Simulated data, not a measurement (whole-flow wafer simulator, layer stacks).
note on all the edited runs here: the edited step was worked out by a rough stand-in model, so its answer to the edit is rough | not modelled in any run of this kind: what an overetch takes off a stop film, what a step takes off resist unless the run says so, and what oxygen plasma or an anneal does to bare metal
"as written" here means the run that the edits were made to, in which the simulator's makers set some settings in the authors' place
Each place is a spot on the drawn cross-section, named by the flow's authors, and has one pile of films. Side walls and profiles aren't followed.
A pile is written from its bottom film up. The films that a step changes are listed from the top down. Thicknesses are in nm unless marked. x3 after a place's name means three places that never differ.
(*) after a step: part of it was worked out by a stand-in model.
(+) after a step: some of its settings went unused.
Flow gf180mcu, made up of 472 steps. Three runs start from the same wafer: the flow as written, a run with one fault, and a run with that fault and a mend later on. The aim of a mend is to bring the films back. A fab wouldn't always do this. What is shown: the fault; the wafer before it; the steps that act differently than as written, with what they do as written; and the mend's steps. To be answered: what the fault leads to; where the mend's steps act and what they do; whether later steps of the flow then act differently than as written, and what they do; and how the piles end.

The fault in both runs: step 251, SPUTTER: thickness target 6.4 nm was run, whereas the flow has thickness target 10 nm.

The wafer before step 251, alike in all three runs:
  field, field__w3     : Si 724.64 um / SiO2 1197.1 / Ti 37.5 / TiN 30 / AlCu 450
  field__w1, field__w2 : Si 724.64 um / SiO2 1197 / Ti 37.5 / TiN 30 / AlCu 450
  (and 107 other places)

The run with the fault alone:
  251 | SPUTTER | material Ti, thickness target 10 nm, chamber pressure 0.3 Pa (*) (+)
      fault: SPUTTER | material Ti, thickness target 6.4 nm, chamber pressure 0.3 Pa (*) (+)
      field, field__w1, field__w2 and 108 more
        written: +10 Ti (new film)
        fault: +6.4 Ti (new film)
  Steps further on in the flow that do not act as written (not shown: 5 more steps that differ only slightly, by at most 2% or 0.5 nm, whichever is larger):
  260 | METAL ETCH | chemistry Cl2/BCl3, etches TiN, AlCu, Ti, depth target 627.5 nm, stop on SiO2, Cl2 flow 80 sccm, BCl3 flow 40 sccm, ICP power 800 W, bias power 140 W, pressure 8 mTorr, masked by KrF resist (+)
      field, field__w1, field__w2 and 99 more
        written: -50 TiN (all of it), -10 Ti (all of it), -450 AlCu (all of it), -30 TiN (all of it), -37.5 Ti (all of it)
        fault: -50 TiN (all of it), -6.4 Ti (all of it), -450 AlCu (all of it), -30 TiN (all of it), -37.5 Ti (all of it)
  The piles end different from the flow's at field__w8, contact, m1 and 6 more by more than 2% or 0.5 nm, whichever is larger.
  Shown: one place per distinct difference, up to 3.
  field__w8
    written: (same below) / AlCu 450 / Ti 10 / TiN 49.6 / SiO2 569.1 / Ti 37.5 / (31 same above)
    fault: (same below) / AlCu 450 / Ti 6.4 / TiN 49.6 / SiO2 572.7 / Ti 37.5 / (31 same above)
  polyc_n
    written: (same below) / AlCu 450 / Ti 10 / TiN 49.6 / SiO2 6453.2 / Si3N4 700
    fault: (same below) / AlCu 450 / Ti 6.4 / TiN 49.6 / SiO2 6456.8 / Si3N4 700
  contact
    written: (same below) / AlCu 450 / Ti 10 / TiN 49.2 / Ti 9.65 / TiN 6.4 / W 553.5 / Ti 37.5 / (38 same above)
    fault: (same below) / AlCu 450 / Ti 6.4 / TiN 49.2 / Ti 9.63 / TiN 6.39 / W 557.1 / Ti 37.5 / (38 same above)

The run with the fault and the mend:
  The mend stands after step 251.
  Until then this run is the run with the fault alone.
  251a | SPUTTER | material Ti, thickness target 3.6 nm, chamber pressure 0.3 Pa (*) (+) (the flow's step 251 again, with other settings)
      field, field__w1, field__w2 and 108 more
        +3.6 Ti
  None of the later steps of the flow acts differently than as written at any place that is followed.
  The piles end the same as the flow's at every place that both follow.
